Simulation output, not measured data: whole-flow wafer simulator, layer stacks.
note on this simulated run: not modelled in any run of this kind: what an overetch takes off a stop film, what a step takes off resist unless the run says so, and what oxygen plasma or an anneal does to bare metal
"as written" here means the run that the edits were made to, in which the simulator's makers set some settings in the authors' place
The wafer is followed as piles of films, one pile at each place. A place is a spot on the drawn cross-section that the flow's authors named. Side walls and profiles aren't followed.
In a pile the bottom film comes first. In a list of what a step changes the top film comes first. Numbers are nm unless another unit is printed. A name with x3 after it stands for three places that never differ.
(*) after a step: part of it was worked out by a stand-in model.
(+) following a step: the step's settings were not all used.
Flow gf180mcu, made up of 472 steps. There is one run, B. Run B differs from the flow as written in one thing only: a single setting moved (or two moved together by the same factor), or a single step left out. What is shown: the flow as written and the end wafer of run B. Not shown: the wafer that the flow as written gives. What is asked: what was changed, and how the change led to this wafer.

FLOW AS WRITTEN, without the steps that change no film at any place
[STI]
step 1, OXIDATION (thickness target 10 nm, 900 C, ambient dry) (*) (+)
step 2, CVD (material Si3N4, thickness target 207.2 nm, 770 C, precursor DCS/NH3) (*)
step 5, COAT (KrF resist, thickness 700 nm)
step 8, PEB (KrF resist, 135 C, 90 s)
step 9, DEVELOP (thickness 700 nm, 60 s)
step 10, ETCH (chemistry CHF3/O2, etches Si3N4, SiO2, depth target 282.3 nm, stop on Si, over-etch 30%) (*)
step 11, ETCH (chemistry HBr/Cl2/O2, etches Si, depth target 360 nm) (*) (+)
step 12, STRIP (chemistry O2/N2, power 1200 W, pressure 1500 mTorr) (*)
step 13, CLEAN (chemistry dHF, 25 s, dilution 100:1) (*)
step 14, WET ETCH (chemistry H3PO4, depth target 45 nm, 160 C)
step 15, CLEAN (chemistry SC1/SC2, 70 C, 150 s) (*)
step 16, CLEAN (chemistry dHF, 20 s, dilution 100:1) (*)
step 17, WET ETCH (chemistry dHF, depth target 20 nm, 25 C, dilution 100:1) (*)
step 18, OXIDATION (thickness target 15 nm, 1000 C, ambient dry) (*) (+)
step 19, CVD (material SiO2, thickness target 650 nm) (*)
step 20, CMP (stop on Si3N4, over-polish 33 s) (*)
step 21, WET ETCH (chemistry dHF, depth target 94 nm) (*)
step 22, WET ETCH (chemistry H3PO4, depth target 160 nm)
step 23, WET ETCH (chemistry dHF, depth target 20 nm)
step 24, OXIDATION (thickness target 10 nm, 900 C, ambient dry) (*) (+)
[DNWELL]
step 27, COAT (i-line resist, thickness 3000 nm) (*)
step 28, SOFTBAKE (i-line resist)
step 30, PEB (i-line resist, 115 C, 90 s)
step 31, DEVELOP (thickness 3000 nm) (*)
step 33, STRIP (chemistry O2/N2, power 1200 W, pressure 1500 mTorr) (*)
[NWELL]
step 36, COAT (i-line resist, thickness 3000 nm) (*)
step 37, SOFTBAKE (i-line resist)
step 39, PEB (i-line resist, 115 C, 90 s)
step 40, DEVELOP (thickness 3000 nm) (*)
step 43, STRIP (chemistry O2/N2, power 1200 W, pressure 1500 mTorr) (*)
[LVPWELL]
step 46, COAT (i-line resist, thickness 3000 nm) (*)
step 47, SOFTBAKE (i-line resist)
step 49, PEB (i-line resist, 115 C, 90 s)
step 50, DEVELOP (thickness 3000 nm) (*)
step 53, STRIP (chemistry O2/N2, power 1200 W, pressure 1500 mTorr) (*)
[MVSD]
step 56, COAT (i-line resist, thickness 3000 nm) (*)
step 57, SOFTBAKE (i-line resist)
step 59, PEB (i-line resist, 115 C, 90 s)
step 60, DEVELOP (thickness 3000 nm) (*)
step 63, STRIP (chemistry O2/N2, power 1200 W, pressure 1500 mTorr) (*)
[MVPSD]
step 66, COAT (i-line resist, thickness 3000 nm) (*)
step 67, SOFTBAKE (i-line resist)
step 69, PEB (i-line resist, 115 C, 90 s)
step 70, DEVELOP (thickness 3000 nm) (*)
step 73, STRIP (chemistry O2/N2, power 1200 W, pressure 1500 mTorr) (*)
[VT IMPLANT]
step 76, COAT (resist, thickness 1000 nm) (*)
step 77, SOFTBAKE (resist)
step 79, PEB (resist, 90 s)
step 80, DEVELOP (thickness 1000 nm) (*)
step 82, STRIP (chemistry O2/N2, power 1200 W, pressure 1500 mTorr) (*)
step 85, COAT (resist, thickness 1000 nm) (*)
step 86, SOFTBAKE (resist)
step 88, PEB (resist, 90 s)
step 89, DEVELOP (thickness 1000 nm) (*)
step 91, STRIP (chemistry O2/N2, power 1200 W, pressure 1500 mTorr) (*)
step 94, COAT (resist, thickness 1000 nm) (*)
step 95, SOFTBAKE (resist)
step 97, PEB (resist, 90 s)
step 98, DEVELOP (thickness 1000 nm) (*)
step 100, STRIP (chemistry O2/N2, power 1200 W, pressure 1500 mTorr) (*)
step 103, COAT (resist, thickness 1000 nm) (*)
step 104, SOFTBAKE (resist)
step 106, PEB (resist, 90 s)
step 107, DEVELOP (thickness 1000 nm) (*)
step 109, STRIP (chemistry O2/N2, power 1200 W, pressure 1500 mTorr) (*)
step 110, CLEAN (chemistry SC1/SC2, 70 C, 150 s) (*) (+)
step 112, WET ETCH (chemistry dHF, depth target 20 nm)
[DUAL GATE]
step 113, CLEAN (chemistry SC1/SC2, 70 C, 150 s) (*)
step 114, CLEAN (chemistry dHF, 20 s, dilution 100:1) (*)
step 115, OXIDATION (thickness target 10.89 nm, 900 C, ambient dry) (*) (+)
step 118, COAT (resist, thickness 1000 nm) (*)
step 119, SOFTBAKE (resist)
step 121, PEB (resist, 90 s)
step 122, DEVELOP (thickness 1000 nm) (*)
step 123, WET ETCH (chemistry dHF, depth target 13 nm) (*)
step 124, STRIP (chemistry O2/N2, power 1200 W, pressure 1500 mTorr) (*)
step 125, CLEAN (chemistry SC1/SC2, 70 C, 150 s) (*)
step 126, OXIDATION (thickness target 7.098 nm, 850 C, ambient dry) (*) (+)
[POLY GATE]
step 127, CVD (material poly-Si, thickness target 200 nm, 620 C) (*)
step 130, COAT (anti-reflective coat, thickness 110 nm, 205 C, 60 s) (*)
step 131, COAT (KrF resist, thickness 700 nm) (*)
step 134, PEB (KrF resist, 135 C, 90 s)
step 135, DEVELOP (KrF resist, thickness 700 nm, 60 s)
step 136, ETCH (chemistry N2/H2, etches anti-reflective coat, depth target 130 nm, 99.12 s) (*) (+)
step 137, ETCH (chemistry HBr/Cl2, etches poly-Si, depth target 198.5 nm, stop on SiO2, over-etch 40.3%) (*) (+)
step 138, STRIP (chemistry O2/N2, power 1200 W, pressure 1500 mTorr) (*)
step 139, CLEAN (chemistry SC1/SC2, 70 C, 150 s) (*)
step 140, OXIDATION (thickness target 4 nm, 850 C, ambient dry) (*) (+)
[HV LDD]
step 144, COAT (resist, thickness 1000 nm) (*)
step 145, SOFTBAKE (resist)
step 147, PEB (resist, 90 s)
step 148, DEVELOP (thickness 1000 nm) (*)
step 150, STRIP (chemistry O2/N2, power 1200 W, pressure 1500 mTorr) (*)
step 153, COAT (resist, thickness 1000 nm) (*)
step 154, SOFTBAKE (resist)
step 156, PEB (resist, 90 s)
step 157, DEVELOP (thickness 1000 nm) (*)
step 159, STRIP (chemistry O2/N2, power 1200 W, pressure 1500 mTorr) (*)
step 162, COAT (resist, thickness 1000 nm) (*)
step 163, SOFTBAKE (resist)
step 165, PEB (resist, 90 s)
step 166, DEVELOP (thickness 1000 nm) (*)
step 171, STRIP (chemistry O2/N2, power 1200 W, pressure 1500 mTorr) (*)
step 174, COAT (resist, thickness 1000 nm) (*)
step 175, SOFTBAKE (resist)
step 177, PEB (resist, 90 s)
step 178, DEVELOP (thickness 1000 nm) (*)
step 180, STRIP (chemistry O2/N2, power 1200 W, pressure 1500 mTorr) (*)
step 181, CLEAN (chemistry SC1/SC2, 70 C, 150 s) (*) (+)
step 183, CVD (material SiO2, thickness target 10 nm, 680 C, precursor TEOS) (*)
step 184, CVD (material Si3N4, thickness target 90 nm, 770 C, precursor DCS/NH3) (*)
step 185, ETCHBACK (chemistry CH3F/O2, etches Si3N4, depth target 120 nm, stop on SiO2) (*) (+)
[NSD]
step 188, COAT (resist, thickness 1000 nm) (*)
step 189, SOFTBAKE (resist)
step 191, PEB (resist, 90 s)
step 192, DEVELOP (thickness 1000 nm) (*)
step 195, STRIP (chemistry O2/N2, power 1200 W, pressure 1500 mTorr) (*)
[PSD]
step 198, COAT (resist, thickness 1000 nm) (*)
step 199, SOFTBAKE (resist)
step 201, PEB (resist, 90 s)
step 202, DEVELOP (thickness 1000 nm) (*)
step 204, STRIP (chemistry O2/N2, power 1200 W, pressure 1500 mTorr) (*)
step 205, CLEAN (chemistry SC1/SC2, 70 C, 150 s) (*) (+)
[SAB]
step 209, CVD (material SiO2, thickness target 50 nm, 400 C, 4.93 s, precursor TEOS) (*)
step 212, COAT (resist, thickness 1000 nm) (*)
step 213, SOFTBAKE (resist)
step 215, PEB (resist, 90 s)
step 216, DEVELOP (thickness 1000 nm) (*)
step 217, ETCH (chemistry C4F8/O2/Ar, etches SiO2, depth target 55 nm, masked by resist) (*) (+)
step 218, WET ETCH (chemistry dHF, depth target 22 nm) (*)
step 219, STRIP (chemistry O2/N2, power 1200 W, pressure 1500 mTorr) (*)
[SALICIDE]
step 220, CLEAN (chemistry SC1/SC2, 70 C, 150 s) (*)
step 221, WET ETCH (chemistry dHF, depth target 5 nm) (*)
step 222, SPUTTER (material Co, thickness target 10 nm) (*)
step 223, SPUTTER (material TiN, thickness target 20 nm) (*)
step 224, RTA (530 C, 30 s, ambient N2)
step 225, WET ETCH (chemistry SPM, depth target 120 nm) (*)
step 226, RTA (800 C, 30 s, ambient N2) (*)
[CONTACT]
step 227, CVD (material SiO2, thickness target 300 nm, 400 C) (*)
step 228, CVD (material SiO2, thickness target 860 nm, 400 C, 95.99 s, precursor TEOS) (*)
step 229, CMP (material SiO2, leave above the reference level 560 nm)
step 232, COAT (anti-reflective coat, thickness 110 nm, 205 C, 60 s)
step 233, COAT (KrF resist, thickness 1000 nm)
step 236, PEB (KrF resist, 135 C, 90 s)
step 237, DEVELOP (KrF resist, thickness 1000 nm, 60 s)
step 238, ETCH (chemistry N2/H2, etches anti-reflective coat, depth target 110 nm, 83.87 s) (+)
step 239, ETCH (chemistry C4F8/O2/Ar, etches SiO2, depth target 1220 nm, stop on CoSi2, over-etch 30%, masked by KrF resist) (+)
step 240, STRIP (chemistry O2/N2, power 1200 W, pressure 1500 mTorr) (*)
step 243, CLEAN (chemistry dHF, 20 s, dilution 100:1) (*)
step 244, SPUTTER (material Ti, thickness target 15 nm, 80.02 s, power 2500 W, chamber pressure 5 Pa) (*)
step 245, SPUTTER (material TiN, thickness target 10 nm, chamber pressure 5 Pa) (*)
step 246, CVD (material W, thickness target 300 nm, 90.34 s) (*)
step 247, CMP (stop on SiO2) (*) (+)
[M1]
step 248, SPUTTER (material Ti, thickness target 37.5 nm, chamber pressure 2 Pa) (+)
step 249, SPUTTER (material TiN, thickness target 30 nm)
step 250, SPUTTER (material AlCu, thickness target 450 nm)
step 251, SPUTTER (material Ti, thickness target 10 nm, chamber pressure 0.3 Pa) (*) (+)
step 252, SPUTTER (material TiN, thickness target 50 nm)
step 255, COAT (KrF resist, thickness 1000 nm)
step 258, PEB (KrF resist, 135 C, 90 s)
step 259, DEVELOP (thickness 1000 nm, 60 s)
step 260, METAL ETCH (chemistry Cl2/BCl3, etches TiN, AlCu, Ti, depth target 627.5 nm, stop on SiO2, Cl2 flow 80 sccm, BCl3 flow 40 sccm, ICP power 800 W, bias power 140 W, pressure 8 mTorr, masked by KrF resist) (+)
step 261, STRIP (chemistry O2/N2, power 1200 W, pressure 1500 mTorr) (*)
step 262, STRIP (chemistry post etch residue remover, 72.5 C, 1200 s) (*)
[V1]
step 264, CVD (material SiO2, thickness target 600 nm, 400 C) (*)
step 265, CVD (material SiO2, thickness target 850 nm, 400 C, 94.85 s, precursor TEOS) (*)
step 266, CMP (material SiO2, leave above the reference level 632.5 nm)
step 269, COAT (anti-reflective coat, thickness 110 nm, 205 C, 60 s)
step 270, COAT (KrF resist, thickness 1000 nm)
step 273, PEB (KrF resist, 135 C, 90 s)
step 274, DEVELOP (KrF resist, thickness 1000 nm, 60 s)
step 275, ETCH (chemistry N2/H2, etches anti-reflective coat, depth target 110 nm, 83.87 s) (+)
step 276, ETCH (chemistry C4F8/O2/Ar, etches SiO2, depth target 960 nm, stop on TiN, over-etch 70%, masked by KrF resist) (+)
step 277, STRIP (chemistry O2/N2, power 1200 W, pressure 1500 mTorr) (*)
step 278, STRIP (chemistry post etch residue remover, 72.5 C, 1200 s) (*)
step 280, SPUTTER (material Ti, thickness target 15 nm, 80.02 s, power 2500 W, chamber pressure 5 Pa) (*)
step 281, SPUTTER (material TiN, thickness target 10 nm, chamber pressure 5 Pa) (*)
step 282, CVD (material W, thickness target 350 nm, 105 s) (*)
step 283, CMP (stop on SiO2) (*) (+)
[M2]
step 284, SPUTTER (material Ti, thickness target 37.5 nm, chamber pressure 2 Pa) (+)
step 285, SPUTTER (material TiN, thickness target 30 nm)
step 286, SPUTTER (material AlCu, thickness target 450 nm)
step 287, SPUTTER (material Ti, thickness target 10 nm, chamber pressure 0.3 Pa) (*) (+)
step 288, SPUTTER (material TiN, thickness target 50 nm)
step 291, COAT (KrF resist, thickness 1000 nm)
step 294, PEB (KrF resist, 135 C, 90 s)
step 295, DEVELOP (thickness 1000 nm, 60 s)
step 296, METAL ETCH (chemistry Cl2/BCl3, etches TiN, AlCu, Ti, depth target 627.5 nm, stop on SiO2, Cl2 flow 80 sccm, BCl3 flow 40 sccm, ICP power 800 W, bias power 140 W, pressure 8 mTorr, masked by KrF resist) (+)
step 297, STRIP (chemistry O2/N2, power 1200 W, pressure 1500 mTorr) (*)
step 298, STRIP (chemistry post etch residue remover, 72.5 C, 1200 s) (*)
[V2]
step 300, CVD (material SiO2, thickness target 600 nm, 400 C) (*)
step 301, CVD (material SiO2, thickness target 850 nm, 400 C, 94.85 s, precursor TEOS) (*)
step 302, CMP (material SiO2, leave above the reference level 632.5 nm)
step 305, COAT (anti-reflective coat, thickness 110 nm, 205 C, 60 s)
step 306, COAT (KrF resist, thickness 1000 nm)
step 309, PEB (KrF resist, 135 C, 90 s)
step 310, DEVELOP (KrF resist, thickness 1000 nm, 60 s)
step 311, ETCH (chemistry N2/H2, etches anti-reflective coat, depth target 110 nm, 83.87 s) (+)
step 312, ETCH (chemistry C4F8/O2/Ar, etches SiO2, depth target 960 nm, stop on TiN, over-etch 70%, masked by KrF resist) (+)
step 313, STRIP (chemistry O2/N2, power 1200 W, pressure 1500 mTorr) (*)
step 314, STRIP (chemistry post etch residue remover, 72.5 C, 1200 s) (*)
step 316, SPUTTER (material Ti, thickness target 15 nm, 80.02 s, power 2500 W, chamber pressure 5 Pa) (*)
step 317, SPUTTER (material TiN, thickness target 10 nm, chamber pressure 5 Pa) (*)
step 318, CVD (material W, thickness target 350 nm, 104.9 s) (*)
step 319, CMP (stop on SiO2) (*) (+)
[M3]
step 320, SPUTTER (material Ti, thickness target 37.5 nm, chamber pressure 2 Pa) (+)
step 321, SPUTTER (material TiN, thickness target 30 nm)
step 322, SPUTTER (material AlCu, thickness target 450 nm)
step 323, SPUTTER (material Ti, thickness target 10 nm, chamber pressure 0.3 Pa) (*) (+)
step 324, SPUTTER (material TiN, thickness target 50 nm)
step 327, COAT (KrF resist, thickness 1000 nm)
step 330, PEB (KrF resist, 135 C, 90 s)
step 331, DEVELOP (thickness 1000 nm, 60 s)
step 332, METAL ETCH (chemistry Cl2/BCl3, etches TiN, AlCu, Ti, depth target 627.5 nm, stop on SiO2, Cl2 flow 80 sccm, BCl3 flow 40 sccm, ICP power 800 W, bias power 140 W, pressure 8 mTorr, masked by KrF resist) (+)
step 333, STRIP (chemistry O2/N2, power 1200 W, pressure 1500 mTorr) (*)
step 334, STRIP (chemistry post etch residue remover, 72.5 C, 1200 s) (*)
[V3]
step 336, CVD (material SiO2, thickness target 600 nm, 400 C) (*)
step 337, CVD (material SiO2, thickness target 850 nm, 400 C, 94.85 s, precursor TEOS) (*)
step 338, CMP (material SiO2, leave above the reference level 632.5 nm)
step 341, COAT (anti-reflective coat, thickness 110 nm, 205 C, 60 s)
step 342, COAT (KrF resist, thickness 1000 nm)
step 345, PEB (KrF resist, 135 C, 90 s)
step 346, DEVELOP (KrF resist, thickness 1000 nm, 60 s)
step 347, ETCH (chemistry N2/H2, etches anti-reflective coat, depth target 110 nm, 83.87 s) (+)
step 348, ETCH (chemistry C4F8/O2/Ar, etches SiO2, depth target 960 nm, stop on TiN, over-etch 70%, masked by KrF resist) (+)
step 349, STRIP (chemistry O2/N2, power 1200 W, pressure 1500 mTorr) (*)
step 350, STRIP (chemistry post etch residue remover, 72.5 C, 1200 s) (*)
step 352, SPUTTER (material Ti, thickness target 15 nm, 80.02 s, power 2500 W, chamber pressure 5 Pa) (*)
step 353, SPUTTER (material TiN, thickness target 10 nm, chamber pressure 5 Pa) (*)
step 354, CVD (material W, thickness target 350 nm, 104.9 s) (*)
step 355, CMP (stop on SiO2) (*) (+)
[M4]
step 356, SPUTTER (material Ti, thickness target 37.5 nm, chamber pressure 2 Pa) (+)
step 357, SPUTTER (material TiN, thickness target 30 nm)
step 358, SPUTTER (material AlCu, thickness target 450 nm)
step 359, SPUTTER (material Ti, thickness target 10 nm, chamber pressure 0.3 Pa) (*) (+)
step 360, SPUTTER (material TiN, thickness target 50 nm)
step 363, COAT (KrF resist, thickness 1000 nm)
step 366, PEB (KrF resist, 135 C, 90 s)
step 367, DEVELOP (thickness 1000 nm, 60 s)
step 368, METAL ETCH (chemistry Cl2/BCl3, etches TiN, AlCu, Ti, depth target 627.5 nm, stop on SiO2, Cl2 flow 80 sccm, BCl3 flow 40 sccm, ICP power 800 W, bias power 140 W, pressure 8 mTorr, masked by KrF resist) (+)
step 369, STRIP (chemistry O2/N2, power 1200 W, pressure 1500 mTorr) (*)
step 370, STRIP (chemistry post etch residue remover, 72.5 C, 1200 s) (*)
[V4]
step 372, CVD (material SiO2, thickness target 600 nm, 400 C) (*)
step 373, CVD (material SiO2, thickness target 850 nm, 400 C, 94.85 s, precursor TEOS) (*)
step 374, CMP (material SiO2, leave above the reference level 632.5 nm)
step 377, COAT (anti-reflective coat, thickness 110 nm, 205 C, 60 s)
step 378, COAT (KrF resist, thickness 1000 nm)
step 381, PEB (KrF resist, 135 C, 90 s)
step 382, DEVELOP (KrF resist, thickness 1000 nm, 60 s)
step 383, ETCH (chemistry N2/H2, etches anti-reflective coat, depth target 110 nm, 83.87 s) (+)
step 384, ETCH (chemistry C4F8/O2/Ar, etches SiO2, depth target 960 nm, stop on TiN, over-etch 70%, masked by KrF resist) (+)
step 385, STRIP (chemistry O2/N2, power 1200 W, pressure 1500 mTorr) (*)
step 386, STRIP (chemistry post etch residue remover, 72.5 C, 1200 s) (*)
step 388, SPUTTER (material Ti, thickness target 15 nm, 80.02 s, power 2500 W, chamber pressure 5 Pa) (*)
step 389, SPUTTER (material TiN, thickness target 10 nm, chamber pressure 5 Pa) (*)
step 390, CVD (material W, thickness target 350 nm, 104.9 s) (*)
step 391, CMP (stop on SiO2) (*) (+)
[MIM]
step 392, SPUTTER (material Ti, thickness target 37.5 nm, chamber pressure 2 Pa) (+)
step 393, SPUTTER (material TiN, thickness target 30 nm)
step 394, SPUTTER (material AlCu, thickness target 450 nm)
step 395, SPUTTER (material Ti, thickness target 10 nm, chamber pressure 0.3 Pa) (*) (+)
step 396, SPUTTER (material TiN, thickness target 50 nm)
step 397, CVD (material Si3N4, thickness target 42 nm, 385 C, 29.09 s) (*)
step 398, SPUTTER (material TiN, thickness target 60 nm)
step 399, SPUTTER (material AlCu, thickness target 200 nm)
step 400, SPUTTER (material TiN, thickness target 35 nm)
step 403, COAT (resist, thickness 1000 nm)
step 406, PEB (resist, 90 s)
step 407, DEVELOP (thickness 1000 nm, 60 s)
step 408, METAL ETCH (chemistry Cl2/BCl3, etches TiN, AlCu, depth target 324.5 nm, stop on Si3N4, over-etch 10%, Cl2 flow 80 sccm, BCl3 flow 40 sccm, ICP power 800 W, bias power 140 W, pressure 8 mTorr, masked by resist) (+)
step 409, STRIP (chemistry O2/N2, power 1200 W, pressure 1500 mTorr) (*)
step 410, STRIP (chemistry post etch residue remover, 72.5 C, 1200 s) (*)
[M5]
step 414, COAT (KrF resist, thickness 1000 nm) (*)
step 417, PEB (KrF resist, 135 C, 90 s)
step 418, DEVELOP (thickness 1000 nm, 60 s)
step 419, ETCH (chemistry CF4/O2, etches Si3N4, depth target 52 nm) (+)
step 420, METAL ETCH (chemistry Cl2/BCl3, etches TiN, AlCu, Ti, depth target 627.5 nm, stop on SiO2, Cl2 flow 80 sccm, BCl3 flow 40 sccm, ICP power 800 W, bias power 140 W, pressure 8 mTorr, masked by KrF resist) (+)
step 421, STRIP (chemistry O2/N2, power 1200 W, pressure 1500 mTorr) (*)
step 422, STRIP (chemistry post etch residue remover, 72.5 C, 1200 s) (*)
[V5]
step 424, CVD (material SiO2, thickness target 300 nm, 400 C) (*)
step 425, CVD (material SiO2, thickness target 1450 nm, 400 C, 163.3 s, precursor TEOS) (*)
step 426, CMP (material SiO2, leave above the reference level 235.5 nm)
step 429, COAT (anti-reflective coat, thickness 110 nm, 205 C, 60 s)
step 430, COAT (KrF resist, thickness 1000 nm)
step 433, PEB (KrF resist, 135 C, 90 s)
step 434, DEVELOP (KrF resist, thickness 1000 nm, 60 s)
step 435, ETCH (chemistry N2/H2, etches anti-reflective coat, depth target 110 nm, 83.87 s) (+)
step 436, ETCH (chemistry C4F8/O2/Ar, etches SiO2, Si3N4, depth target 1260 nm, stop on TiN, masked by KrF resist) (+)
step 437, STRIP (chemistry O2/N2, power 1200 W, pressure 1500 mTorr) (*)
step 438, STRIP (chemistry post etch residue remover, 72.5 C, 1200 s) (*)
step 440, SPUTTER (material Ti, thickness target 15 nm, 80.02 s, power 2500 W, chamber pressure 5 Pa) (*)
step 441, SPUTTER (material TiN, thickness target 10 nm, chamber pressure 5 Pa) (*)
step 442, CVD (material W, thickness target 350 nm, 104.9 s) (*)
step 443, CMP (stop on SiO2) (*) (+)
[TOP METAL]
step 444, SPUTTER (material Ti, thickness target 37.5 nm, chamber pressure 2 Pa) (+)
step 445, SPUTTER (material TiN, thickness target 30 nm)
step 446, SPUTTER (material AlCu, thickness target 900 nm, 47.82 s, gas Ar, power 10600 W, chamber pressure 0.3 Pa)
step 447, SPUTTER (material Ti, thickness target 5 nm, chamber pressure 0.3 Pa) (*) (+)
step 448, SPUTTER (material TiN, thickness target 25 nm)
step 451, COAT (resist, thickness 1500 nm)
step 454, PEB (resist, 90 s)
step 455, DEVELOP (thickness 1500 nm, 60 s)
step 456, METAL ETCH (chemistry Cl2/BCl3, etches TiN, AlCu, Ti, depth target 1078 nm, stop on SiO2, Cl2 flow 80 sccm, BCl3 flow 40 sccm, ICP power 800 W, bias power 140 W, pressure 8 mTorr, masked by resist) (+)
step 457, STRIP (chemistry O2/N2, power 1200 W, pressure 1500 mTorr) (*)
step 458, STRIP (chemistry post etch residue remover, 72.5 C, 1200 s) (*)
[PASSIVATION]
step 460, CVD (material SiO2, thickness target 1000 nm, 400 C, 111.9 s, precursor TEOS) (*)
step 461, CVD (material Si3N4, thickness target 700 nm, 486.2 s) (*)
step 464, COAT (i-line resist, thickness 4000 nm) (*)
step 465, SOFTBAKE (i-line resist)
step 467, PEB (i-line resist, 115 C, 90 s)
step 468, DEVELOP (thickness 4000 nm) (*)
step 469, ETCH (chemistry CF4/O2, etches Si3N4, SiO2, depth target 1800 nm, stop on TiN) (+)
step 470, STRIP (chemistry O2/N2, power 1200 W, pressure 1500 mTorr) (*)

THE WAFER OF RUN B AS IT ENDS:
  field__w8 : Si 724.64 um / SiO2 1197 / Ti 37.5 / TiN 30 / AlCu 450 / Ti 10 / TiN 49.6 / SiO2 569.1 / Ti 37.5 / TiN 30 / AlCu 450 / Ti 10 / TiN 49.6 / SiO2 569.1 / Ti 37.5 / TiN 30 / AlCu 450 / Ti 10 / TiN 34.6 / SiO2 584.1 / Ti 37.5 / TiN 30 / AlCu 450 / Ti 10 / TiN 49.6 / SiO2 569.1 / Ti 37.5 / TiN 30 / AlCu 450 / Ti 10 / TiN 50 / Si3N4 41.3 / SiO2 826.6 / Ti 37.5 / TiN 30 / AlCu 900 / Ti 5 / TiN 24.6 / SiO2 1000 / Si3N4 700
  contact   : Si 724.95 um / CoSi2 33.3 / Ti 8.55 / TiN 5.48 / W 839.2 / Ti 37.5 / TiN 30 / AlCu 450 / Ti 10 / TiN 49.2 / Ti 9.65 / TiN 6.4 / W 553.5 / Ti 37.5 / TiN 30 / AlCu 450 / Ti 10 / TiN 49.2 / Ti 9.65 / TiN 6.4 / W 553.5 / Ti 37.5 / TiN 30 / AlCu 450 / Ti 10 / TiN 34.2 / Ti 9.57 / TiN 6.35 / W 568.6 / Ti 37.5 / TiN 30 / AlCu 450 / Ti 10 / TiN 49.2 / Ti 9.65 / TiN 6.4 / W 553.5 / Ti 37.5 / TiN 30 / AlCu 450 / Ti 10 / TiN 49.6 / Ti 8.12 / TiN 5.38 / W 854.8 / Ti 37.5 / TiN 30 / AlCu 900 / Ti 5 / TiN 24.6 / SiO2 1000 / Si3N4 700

What caused this: step 324, SPUTTER: thickness target 35 nm was run, while the flow as written has thickness target 50 nm.

How this came from the change, step by step:
  step 324, SPUTTER (material TiN, thickness target 50 nm)
      field, field__w1, field__w2 and 108 more: TiN gains 35 (new film) (it would be, as written: TiN gains 50 (new film))
  step 332, METAL ETCH (chemistry Cl2/BCl3, etches TiN, AlCu, Ti, depth target 627.5 nm, stop on SiO2, Cl2 flow 80 sccm, BCl3 flow 40 sccm, ICP power 800 W, bias power 140 W, pressure 8 mTorr, masked by KrF resist) (+)
      field, field__w1, field__w2 and 103 more: TiN loses 35 (all of it), Ti loses 10 (all of it), AlCu loses 450 (all of it), TiN loses 30 (all of it), Ti loses 37.5 (all of it) (it would be, as written: TiN loses 50 (all of it), Ti loses 10 (all of it), AlCu loses 450 (all of it), TiN loses 30 (all of it), Ti loses 37.5 (all of it))
  step 348, ETCH (chemistry C4F8/O2/Ar, etches SiO2, depth target 960 nm, stop on TiN, over-etch 70%, masked by KrF resist) (+)
      contact: SiO2 loses 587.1 (all of it) (it would be, as written: SiO2 loses 572.1 (all of it))
